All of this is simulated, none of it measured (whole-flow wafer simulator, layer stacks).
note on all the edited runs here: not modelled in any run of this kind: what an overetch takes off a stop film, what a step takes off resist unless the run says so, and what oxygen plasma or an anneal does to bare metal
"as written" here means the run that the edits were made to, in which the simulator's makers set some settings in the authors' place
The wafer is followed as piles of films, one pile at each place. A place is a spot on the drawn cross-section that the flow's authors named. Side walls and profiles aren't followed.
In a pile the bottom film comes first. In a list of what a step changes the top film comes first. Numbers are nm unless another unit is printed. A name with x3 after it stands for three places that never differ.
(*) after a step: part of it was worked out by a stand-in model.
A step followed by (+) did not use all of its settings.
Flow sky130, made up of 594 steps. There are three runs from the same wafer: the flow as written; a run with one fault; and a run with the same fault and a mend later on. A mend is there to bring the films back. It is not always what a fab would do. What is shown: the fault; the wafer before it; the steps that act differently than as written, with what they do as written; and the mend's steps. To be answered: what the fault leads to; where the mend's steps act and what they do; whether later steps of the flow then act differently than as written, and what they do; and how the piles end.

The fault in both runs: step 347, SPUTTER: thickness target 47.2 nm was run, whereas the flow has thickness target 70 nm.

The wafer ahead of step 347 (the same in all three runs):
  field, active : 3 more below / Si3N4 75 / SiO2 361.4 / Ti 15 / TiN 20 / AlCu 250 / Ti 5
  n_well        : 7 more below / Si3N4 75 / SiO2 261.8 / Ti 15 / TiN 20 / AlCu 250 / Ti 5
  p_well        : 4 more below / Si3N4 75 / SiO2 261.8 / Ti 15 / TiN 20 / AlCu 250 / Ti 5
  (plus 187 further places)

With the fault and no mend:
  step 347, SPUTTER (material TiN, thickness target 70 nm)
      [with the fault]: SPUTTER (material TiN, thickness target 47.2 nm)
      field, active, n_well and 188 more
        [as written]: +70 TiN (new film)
        [with the fault]: +47.2 TiN (new film)
  Steps further on in the flow that do not act as written (13 other steps are not shown; they differ only slightly, by no more than 2% or 0.5 nm, whichever is larger):
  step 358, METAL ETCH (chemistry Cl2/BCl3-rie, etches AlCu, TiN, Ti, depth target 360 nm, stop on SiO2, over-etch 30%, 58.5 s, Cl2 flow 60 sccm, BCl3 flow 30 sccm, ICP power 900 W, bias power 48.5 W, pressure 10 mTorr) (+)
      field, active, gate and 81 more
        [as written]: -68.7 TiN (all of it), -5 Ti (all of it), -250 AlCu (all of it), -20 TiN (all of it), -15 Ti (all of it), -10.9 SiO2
        [with the fault]: -45.9 TiN (all of it), -5 Ti (all of it), -250 AlCu (all of it), -20 TiN (all of it), -15 Ti (all of it), -13.2 SiO2
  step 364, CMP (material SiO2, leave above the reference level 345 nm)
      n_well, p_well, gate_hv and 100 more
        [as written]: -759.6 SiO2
        [with the fault]: -736.8 SiO2
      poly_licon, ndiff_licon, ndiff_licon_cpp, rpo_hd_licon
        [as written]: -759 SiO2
        [with the fault]: -736.2 SiO2
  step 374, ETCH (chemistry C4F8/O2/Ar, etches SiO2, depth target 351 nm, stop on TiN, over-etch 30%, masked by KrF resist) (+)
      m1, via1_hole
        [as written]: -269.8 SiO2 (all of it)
        [with the fault]: -292.6 SiO2 (all of it)
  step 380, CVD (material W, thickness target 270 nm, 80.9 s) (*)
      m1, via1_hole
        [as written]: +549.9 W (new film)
        [with the fault]: +573.1 W (new film)
  By the end, the piles at n_well, p_well, gate_hv and 104 more depart from the flow's by more than 2% or 0.5 nm, whichever is larger.
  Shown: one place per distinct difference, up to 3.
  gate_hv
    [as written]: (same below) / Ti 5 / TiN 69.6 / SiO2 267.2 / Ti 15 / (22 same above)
    [with the fault]: (same below) / Ti 5 / TiN 46.8 / SiO2 290 / Ti 15 / (22 same above)
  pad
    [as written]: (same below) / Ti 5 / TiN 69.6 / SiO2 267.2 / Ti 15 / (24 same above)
    [with the fault]: (same below) / Ti 5 / TiN 46.8 / SiO2 290 / Ti 15 / (24 same above)
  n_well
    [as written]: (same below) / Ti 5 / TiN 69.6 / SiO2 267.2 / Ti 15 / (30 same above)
    [with the fault]: (same below) / Ti 5 / TiN 46.8 / SiO2 290 / Ti 15 / (30 same above)

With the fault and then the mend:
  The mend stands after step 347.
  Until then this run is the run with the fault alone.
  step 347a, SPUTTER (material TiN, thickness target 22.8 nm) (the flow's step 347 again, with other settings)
      field, active, n_well and 188 more
        +22.8 TiN
  Every later step of the flow that is run acts as written at every place that is followed.
  The piles end the same as the flow's at every place that both follow.
